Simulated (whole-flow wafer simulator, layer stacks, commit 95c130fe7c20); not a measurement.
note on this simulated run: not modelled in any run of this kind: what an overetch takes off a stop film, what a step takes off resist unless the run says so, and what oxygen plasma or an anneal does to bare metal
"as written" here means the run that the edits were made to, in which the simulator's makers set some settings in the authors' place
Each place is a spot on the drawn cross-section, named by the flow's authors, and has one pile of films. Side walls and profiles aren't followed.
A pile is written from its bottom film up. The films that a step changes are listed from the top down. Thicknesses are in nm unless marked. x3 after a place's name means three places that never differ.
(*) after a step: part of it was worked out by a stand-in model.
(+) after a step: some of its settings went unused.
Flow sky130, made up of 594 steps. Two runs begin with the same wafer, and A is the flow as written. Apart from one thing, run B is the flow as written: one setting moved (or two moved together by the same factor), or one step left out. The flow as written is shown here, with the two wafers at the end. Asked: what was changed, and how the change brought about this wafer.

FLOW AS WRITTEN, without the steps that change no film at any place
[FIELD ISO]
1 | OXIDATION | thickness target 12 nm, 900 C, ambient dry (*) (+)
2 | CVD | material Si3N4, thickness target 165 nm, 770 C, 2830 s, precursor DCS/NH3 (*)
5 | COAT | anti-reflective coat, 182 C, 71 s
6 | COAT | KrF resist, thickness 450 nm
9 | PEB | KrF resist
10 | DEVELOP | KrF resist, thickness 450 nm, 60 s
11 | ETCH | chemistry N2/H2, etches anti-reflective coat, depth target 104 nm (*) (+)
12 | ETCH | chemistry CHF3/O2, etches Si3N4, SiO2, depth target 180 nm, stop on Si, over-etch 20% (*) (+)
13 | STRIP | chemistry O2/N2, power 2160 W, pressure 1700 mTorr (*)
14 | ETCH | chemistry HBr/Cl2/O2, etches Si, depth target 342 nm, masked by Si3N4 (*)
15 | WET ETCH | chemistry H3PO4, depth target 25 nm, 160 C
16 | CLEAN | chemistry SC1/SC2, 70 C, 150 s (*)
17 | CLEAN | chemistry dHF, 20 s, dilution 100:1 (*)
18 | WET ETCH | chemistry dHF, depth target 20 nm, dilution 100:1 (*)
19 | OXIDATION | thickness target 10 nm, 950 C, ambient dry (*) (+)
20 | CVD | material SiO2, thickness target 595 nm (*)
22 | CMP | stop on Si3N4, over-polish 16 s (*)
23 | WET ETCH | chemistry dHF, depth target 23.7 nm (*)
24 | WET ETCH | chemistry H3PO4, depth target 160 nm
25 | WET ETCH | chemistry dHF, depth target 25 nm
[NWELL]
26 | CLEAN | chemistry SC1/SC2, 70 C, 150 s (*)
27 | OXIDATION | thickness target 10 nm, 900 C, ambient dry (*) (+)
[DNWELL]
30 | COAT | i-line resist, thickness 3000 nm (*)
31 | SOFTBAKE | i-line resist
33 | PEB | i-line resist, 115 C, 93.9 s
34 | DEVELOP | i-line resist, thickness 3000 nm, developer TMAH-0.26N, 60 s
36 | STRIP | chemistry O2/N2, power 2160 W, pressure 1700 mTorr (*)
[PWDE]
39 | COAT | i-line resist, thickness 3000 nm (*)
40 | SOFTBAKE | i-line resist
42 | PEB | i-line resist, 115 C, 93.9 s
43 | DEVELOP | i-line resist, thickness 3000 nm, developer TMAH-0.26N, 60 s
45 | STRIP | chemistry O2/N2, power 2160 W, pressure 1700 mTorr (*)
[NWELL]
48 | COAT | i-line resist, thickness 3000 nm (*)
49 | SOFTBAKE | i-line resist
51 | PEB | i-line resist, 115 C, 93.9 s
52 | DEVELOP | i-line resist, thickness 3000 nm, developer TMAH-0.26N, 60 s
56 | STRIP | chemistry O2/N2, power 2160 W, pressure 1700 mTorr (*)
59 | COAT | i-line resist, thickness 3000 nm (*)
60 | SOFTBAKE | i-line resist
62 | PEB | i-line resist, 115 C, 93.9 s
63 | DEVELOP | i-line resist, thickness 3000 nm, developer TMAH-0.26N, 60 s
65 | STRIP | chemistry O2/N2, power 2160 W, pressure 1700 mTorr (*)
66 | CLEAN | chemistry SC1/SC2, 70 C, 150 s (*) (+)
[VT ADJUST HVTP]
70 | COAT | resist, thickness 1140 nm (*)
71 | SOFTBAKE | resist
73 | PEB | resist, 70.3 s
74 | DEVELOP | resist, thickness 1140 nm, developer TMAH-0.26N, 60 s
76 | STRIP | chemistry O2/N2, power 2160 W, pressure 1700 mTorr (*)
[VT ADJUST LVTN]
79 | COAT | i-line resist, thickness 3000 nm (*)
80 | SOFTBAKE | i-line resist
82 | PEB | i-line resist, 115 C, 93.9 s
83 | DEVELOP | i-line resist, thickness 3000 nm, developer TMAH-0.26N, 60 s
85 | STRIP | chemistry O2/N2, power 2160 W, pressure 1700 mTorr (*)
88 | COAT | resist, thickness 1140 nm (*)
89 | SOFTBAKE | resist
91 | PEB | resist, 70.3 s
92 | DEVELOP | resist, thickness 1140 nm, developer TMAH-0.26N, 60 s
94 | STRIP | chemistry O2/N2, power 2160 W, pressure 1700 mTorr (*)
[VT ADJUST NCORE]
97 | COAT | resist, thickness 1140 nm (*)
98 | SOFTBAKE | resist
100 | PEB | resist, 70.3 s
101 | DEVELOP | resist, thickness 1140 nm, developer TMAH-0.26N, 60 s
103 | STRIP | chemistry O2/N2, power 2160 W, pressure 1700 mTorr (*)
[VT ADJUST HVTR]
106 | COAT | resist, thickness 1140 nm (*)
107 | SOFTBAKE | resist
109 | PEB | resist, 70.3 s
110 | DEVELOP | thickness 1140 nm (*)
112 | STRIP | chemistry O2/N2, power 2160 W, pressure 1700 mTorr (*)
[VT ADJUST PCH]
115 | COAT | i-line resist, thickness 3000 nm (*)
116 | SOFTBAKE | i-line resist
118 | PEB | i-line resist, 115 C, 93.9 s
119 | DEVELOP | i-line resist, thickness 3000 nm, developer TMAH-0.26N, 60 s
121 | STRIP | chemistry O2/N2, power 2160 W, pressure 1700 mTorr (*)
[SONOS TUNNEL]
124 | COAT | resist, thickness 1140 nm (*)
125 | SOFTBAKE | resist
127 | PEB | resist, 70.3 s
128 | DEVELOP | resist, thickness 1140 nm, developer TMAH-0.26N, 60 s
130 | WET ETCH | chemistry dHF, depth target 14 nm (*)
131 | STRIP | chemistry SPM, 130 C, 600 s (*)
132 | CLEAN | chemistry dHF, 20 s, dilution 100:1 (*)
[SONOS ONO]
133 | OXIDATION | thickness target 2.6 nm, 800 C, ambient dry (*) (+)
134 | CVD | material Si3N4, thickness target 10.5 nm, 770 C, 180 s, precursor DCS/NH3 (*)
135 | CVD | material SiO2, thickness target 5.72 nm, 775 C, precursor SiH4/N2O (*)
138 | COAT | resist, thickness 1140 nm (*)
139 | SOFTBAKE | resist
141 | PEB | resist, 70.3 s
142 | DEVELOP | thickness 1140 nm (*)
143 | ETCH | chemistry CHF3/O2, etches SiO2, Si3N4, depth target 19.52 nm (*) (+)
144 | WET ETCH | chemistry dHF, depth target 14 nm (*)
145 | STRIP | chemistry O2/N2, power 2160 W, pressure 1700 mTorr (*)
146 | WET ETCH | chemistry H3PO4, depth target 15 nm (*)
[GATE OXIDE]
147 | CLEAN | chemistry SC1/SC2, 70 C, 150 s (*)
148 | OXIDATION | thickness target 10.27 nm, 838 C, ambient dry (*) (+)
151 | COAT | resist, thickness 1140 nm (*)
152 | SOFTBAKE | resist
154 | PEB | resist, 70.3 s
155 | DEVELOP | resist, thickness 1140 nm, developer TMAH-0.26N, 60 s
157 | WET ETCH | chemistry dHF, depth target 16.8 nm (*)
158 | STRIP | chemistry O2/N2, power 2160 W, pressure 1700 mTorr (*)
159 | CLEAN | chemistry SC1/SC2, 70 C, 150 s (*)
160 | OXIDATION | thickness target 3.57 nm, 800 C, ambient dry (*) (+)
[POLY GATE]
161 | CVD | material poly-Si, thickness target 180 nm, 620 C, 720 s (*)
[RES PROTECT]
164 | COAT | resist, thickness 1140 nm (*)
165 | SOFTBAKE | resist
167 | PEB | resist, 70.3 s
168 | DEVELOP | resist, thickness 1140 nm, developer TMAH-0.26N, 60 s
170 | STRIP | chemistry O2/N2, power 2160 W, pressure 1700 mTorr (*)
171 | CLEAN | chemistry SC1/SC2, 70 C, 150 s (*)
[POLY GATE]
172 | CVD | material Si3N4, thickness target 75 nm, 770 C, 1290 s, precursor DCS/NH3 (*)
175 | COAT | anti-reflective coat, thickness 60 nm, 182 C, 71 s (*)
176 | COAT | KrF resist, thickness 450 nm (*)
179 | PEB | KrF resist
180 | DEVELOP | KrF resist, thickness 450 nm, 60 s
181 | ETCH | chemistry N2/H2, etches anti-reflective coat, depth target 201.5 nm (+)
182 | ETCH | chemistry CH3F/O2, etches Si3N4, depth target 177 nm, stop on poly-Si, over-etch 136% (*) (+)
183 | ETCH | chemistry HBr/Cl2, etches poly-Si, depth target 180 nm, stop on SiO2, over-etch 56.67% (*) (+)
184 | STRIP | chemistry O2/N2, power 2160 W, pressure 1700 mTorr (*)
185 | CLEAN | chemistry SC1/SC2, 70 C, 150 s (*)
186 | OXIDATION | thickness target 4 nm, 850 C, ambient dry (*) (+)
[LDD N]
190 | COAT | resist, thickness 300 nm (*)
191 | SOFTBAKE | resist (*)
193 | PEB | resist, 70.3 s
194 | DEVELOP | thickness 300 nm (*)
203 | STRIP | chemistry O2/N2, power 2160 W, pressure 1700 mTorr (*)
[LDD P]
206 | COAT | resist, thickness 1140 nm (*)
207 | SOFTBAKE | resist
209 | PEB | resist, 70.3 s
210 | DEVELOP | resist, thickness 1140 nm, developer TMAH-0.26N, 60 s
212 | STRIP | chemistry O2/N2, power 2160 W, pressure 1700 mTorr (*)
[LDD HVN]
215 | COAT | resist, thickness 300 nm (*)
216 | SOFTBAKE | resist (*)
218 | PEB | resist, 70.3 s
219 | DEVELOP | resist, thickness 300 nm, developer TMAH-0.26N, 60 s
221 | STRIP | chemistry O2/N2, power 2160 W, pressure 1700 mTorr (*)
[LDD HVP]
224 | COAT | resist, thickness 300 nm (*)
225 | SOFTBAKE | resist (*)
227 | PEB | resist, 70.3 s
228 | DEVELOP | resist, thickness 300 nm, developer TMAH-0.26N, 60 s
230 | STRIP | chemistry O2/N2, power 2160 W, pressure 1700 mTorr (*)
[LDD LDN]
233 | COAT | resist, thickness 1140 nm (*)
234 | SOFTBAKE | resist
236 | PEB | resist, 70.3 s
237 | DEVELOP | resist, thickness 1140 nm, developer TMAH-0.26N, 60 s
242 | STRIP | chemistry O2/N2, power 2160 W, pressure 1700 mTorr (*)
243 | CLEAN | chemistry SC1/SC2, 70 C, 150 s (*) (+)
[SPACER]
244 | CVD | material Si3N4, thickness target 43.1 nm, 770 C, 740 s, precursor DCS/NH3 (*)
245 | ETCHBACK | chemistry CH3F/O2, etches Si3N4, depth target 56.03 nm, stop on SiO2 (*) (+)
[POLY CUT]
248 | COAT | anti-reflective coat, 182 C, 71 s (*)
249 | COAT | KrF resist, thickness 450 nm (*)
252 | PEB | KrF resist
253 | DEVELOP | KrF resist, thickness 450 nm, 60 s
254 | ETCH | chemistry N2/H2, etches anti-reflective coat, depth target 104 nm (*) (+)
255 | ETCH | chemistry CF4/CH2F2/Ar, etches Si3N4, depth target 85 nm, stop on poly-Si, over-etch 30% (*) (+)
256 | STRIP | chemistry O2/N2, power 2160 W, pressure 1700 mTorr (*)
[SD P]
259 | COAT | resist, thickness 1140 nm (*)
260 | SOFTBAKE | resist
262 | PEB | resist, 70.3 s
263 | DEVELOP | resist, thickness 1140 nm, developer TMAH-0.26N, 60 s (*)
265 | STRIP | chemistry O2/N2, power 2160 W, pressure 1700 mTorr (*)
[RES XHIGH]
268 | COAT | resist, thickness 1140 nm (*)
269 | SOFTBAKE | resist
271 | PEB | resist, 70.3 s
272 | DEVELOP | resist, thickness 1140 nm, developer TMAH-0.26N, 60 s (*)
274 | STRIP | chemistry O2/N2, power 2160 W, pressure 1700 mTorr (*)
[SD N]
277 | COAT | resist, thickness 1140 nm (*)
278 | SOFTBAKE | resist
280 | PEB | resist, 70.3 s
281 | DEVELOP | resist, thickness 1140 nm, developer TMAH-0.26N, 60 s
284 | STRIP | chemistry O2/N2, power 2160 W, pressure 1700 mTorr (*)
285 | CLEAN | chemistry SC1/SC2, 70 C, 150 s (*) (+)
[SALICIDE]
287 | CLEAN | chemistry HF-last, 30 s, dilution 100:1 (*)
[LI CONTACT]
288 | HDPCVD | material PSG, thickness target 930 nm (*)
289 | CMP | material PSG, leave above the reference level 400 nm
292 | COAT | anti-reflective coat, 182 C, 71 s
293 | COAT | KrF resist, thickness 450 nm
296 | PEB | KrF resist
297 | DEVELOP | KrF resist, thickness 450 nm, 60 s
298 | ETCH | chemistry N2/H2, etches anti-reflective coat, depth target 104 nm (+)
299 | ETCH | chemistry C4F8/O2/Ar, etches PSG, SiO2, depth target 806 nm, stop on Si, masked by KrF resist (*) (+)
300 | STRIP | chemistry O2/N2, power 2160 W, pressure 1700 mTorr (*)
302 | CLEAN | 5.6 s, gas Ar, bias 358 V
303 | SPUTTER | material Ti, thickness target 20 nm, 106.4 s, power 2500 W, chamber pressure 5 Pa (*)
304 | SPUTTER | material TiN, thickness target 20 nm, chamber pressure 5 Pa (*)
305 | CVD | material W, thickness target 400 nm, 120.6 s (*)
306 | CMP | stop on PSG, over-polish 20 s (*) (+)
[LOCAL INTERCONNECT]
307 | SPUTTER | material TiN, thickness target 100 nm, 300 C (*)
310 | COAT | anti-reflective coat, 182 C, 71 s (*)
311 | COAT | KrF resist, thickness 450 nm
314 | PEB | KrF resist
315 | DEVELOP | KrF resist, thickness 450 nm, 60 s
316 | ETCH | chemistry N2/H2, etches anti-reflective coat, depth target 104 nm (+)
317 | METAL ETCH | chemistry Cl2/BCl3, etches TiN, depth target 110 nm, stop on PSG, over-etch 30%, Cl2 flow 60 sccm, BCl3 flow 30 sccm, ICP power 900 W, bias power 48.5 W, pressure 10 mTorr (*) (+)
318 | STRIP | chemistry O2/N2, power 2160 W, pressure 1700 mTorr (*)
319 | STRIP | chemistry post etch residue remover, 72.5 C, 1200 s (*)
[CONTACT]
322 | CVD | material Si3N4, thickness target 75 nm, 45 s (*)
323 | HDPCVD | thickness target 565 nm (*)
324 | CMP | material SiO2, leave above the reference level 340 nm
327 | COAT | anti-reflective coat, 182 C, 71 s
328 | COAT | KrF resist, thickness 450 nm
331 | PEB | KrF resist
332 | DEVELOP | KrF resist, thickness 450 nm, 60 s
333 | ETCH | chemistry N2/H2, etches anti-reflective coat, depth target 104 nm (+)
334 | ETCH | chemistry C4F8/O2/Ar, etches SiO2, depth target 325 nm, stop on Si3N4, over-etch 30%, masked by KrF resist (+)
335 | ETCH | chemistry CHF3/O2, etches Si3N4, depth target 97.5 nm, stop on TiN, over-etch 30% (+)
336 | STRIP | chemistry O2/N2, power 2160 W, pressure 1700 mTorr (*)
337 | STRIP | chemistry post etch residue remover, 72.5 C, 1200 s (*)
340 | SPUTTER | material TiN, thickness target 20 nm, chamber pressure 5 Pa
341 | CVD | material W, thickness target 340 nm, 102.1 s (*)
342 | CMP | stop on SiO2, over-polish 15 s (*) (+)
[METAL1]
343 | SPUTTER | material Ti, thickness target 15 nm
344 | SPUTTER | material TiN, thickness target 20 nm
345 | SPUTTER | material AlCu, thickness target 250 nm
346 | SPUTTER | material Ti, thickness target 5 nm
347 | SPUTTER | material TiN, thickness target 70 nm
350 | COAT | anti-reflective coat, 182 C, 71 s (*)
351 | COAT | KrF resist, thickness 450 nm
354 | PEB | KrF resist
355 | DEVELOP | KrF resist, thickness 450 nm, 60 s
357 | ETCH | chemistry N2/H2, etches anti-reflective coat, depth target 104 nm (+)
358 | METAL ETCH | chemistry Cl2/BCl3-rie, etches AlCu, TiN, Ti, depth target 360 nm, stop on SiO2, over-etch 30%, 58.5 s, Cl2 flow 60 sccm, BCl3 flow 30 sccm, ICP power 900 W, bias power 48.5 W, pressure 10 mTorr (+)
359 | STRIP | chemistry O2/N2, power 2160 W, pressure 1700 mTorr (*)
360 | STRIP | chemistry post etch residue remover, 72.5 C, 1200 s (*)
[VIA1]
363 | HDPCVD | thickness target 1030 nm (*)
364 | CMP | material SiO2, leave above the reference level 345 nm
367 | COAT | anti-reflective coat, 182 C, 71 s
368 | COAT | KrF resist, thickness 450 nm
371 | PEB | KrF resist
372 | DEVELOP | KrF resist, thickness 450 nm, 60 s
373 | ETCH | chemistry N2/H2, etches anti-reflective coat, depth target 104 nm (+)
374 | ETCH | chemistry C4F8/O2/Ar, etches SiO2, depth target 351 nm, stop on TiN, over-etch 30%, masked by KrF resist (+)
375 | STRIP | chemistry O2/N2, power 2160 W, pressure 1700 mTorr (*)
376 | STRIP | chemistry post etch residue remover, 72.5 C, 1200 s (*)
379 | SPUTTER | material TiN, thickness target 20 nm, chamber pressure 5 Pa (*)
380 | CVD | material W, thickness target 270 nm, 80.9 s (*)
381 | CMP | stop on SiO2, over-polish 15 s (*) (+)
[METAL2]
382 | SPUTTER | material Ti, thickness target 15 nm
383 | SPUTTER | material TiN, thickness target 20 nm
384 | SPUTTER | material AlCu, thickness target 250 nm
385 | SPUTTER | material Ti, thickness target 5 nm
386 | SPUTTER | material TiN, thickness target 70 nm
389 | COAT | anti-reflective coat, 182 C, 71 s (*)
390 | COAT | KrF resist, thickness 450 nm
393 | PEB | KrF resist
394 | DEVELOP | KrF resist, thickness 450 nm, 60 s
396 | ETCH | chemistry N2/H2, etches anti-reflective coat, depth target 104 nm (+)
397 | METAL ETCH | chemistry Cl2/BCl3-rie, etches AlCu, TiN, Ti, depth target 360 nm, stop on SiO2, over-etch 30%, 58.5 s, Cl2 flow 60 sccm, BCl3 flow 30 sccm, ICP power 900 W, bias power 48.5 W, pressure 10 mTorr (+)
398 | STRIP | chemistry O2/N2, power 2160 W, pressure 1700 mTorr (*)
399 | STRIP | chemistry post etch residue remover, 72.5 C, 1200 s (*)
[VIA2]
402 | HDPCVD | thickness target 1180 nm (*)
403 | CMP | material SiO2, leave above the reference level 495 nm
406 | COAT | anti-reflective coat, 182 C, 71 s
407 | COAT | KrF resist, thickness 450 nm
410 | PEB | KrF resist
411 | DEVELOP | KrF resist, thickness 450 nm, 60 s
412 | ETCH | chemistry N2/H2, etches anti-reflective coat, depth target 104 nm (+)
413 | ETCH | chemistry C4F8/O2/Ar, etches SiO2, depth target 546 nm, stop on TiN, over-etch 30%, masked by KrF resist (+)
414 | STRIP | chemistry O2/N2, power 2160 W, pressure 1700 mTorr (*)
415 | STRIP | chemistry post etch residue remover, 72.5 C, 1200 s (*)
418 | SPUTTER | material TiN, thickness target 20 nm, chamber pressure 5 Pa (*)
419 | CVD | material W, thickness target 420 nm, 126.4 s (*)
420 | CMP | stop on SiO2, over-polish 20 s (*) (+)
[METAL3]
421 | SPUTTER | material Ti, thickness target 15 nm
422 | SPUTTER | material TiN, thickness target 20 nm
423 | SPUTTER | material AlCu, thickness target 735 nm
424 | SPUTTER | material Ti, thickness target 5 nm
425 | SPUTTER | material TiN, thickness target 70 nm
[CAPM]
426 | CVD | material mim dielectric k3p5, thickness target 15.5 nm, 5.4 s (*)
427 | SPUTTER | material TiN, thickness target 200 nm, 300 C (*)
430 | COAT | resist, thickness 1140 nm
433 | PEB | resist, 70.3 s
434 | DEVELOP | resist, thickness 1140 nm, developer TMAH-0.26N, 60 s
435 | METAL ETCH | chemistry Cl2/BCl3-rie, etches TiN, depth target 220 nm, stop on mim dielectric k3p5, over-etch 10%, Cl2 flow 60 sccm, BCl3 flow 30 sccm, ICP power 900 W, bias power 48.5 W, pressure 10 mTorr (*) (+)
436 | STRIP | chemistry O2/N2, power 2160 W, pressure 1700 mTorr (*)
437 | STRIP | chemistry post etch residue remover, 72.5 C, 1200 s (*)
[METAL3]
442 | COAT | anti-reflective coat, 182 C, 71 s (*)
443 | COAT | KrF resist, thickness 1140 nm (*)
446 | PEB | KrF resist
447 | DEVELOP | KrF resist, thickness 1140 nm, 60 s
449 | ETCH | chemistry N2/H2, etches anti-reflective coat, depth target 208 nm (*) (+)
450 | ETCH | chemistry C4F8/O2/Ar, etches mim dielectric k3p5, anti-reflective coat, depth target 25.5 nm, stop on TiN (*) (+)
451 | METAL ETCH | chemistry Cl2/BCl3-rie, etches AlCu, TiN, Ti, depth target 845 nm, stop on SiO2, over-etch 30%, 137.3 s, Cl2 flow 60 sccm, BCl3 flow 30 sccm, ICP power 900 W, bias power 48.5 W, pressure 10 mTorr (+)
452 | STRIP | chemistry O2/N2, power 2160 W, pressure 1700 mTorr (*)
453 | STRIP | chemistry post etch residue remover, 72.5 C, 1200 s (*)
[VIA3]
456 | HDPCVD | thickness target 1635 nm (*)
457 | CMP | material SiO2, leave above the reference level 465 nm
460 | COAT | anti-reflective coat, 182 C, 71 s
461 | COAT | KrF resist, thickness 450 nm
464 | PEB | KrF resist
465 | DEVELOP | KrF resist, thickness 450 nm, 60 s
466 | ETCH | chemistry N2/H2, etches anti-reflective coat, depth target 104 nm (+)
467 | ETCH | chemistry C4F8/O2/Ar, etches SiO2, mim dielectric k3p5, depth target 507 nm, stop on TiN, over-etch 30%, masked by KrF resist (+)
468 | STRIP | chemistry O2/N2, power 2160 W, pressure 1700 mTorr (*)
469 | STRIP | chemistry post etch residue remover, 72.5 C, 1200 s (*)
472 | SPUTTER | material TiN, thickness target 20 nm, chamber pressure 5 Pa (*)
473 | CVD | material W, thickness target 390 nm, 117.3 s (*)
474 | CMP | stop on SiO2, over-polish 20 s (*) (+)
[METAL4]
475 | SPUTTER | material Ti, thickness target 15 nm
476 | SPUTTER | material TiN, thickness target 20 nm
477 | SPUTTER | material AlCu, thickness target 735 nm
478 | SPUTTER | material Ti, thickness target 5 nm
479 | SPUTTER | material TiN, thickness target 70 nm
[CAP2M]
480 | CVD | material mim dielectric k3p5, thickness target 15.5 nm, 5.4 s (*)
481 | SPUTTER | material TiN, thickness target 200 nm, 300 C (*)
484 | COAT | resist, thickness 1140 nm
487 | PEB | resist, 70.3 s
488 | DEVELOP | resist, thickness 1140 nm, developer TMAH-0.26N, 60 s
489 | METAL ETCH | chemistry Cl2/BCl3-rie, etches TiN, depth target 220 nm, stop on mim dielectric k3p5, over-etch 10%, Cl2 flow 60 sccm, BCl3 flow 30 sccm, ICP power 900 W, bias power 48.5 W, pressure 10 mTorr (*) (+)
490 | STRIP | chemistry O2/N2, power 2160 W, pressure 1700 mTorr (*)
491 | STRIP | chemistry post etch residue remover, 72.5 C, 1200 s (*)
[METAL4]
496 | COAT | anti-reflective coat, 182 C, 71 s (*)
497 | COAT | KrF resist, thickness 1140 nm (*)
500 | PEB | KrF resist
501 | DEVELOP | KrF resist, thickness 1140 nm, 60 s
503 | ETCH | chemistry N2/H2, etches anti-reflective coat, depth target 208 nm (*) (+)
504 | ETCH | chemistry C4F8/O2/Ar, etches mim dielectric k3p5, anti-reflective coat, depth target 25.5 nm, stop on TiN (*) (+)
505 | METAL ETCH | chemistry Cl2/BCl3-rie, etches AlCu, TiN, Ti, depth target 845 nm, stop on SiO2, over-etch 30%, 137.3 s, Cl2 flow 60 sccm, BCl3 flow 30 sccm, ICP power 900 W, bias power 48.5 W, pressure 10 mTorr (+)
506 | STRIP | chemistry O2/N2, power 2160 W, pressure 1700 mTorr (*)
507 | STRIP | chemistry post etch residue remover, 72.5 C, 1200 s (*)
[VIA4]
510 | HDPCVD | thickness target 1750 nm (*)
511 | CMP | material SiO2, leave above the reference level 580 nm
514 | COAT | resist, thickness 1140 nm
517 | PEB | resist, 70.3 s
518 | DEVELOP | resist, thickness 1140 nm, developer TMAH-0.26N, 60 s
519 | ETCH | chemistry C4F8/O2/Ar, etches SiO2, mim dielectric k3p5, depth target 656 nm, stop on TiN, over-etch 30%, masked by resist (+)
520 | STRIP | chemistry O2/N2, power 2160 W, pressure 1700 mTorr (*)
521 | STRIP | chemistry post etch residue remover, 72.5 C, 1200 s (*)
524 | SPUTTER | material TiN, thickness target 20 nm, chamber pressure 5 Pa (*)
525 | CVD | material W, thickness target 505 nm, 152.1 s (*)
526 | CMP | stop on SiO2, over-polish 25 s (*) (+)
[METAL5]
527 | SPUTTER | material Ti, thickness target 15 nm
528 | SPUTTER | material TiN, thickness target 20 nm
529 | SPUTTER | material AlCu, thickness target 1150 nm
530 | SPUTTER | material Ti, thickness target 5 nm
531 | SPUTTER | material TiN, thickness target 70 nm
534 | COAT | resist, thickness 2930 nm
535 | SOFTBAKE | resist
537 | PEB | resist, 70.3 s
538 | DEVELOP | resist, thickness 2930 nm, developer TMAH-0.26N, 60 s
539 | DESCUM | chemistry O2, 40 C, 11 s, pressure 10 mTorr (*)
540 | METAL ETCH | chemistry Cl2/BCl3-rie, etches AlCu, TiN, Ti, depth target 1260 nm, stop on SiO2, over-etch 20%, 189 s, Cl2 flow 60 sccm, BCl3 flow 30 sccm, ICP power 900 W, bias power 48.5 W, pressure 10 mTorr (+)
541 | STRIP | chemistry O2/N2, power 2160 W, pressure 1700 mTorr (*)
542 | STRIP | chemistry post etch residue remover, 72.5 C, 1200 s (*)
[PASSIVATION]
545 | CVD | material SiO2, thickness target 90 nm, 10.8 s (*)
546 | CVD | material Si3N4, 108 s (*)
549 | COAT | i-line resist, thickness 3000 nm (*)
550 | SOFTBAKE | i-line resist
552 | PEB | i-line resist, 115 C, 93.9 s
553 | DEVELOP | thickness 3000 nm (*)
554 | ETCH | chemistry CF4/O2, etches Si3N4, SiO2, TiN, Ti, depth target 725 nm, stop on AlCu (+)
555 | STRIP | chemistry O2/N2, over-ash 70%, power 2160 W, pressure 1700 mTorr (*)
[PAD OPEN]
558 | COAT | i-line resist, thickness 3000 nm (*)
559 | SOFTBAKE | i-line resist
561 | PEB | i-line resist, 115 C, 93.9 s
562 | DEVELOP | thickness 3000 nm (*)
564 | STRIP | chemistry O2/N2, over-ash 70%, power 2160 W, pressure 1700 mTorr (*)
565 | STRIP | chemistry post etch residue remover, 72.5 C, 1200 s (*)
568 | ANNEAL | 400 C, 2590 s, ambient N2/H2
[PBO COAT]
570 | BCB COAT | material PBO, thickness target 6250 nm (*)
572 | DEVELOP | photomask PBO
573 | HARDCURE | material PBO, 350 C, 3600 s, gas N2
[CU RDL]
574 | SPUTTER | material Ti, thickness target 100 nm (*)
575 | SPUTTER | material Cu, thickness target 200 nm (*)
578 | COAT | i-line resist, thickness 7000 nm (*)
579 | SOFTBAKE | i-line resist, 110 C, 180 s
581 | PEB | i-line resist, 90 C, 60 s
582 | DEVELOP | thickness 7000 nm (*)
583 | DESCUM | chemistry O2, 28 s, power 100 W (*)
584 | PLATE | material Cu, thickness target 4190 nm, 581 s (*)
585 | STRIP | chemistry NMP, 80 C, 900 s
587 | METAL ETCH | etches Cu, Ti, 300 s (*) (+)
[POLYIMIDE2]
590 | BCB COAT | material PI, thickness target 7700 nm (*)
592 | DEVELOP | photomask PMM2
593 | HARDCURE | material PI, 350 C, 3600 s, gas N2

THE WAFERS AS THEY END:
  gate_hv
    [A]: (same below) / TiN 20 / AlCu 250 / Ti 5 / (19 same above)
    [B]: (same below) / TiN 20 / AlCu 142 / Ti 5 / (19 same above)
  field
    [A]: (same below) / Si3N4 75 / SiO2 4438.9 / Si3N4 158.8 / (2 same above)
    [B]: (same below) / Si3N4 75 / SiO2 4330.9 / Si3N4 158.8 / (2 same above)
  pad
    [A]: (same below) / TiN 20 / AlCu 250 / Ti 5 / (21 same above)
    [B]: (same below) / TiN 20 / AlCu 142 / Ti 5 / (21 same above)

The reason: step 384, SPUTTER: thickness target 142 nm was run, though the flow has thickness target 250 nm.
The wafer itself shows it: gate_hv has AlCu 142, and step 384 as written asks for 250 nm.

Step by step, how the change led to this:
  384 | SPUTTER | material AlCu, thickness target 250 nm
      field, active, n_well and 188 more: A +250 AlCu (new film) | B +142 AlCu (new film)
  397 | METAL ETCH | chemistry Cl2/BCl3-rie, etches AlCu, TiN, Ti, depth target 360 nm, stop on SiO2, over-etch 30%, 58.5 s, Cl2 flow 60 sccm, BCl3 flow 30 sccm, ICP power 900 W, bias power 48.5 W, pressure 10 mTorr (+)
      field, active, gate and 82 more: A -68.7 TiN (all of it), -5 Ti (all of it), -250 AlCu (all of it), -20 TiN (all of it), -15 Ti (all of it), -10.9 SiO2 | B -68.7 TiN (all of it), -5 Ti (all of it), -142 AlCu (all of it), -20 TiN (all of it), -15 Ti (all of it), -21.7 SiO2
  403 | CMP | material SiO2, leave above the reference level 495 nm
      field, active, gate and 82 more: A -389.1 SiO2 | B -486.3 SiO2
